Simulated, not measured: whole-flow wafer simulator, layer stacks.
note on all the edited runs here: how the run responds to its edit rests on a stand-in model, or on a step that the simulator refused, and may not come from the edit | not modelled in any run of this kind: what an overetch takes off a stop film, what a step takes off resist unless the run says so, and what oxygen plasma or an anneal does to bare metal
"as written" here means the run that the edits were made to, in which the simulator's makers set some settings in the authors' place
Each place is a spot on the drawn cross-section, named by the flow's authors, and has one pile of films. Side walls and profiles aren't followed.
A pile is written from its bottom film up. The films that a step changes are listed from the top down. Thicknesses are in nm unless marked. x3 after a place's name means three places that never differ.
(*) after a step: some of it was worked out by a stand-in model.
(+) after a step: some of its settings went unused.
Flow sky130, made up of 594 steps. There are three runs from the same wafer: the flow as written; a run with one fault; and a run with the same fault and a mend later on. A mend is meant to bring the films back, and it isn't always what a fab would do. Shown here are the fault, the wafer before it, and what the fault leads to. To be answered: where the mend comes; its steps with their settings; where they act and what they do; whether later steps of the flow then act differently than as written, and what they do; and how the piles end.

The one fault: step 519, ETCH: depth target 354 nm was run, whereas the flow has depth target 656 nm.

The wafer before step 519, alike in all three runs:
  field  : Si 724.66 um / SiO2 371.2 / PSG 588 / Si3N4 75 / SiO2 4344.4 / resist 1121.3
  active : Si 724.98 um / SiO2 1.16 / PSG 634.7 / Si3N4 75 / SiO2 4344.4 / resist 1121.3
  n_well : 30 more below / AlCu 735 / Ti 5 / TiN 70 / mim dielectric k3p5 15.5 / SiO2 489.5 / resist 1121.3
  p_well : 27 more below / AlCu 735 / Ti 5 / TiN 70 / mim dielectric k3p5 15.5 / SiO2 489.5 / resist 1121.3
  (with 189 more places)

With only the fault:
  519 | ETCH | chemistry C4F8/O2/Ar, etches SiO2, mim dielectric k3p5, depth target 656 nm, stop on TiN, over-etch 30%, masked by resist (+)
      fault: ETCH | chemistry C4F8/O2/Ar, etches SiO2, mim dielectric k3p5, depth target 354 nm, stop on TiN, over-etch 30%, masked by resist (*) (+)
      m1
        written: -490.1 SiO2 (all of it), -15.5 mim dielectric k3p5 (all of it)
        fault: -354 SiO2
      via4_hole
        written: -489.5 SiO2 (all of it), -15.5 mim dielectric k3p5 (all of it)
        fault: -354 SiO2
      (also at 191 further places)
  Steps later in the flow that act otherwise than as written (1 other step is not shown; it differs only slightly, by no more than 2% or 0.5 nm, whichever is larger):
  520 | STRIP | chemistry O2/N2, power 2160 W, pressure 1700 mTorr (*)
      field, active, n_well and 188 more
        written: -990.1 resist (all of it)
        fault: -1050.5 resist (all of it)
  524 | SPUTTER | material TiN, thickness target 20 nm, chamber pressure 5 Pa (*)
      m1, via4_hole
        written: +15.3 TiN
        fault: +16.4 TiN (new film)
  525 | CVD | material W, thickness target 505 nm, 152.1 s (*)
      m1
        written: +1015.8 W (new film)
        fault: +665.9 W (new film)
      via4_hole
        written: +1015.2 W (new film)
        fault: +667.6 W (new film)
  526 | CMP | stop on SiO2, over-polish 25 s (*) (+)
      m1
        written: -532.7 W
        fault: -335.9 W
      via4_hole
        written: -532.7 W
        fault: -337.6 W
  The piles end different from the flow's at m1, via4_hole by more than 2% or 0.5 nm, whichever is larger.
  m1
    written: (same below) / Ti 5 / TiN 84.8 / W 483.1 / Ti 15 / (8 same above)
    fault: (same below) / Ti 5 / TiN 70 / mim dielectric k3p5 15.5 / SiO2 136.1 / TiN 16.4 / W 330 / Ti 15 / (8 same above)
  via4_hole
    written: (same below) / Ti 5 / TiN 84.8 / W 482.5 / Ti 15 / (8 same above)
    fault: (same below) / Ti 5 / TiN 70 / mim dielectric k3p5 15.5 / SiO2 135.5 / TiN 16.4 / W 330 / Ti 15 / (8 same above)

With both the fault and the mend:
  The mend follows step 519.
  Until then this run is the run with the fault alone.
  519a | ETCH | chemistry C4F8/O2/Ar, etches SiO2, mim dielectric k3p5, depth target 302 nm, stop on TiN, over-etch 30%, masked by resist (+) (the flow's step 519, run once more with other settings)
      field, active, n_well and 188 more
        -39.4 resist
      m1
        -136.1 SiO2 (all of it), -15.5 mim dielectric k3p5 (all of it)
      via4_hole
        -135.5 SiO2 (all of it), -15.5 mim dielectric k3p5 (all of it)
  Steps later in the flow that act otherwise than as written:
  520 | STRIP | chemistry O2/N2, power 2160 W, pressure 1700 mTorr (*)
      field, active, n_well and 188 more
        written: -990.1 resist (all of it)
        mend: -1011.1 resist (all of it)
  By the end, the piles equal the flow's at every place that both follow.
